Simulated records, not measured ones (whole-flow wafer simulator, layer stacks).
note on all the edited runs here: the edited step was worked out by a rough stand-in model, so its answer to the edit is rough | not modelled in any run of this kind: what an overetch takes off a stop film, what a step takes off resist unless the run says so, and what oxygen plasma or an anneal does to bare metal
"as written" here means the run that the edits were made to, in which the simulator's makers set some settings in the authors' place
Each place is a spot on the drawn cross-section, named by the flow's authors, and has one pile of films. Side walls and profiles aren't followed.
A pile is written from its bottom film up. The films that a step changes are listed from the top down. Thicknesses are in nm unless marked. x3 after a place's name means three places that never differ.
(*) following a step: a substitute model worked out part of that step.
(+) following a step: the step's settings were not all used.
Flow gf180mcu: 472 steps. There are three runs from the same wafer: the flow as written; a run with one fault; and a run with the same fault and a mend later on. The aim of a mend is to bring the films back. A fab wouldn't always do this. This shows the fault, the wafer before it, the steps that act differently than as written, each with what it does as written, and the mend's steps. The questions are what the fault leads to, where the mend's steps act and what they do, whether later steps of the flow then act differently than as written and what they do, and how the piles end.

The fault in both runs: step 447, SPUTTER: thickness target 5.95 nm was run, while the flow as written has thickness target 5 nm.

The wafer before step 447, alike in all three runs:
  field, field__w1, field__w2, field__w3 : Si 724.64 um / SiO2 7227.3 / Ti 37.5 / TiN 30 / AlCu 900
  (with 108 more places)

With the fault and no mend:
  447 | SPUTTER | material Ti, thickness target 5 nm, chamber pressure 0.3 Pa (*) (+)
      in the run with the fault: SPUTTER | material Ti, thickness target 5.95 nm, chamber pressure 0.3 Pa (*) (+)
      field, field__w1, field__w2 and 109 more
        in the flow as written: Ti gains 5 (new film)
        in the run with the fault: Ti gains 5.95 (new film)
  Steps further on in the flow that do not act as written (5 more steps, not shown, differ only slightly: by at most 2% or 0.5 nm, whichever is larger):
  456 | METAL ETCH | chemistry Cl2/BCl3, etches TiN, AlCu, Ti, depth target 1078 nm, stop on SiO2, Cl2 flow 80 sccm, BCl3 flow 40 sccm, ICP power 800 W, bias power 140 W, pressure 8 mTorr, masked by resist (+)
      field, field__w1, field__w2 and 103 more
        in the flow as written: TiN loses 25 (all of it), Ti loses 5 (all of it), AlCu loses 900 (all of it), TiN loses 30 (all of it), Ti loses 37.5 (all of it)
        in the run with the fault: TiN loses 25 (all of it), Ti loses 5.95 (all of it), AlCu loses 900 (all of it), TiN loses 30 (all of it), Ti loses 37.5 (all of it)
  By the end, the piles at field__w8, contact, m1, m1__w1, pad, m1_nw depart from the flow's by more than 2% or 0.5 nm, whichever is larger.
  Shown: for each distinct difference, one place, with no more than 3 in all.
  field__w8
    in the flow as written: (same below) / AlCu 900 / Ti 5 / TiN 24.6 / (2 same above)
    in the run with the fault: (same below) / AlCu 900 / Ti 5.95 / TiN 24.6 / (2 same above)
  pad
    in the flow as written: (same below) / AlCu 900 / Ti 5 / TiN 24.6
    in the run with the fault: (same below) / AlCu 900 / Ti 5.95 / TiN 24.6

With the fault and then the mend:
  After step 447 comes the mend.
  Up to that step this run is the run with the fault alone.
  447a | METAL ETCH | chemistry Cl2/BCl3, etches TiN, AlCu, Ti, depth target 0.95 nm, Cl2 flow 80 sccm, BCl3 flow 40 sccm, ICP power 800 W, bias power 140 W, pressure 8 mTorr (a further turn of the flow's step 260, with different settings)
      field, field__w1, field__w2 and 109 more
        Ti loses 0.95
  None of the later steps of the flow acts differently than as written at any place that is followed.
  By the end, the piles equal the flow's at every place that both follow.
